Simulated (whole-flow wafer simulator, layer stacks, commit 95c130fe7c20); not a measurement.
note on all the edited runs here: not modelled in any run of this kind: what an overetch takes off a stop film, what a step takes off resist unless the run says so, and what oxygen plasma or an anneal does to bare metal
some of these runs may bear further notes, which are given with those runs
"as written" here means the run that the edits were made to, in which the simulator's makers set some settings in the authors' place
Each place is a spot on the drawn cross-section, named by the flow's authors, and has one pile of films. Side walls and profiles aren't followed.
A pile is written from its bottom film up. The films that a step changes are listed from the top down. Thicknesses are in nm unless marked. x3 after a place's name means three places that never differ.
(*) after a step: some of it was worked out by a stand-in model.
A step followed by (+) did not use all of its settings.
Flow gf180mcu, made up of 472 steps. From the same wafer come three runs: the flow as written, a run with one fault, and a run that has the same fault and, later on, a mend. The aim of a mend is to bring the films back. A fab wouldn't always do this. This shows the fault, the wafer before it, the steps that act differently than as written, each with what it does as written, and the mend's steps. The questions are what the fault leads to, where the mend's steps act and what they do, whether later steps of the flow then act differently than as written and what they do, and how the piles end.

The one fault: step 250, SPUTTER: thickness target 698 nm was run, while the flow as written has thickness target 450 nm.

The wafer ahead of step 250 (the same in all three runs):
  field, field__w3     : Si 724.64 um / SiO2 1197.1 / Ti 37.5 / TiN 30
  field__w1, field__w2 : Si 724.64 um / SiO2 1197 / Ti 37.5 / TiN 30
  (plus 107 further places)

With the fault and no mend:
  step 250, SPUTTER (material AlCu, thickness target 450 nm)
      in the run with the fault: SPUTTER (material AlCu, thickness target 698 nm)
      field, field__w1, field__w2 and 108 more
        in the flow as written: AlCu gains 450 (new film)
        in the run with the fault: AlCu gains 698 (new film)
  Steps further on in the flow that do not act as written:
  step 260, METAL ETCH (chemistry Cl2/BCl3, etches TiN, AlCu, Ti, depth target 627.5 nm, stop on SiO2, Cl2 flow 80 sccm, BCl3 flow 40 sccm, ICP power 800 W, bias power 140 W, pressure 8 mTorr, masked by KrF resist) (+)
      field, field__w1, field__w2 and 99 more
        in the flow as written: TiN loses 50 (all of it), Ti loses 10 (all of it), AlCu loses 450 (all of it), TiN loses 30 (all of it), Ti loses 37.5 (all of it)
        in the run with the fault: TiN loses 50 (all of it), Ti loses 10 (all of it), AlCu loses 567.5
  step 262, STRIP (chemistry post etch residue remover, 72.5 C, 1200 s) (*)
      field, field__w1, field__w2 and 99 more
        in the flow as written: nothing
        in the run with the fault: AlCu loses 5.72
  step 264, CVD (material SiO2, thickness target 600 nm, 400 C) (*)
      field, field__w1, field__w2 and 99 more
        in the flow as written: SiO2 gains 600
        in the run with the fault: SiO2 gains 600 (new film)
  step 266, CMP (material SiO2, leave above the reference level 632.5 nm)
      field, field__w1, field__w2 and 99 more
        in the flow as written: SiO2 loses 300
        in the run with the fault: SiO2 loses 244.3
  By the end, the piles at field, field__w1, field__w2 and 109 more depart from the flow's by more than 2% or 0.5 nm, whichever is larger.
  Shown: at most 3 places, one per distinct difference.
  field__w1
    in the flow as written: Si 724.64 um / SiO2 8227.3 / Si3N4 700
    in the run with the fault: Si 724.64 um / SiO2 1197 / Ti 37.5 / TiN 30 / AlCu 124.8 / SiO2 7086 / Si3N4 700
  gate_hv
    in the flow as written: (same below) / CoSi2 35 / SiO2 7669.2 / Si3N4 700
    in the run with the fault: (same below) / CoSi2 35 / SiO2 638.9 / Ti 37.5 / TiN 30 / AlCu 124.8 / SiO2 7086 / Si3N4 700
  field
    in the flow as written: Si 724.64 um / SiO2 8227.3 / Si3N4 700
    in the run with the fault: Si 724.64 um / SiO2 1197.1 / Ti 37.5 / TiN 30 / AlCu 124.8 / SiO2 7086 / Si3N4 700

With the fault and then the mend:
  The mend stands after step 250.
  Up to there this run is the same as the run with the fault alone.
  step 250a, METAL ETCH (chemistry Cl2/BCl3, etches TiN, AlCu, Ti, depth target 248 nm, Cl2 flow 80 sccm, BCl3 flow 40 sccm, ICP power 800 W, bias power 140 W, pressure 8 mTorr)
      field, field__w1, field__w2 and 108 more
        AlCu loses 248
  Later steps of the flow that are run all act as written at every place that is followed.
  By the end, the piles equal the flow's at every place that both follow.
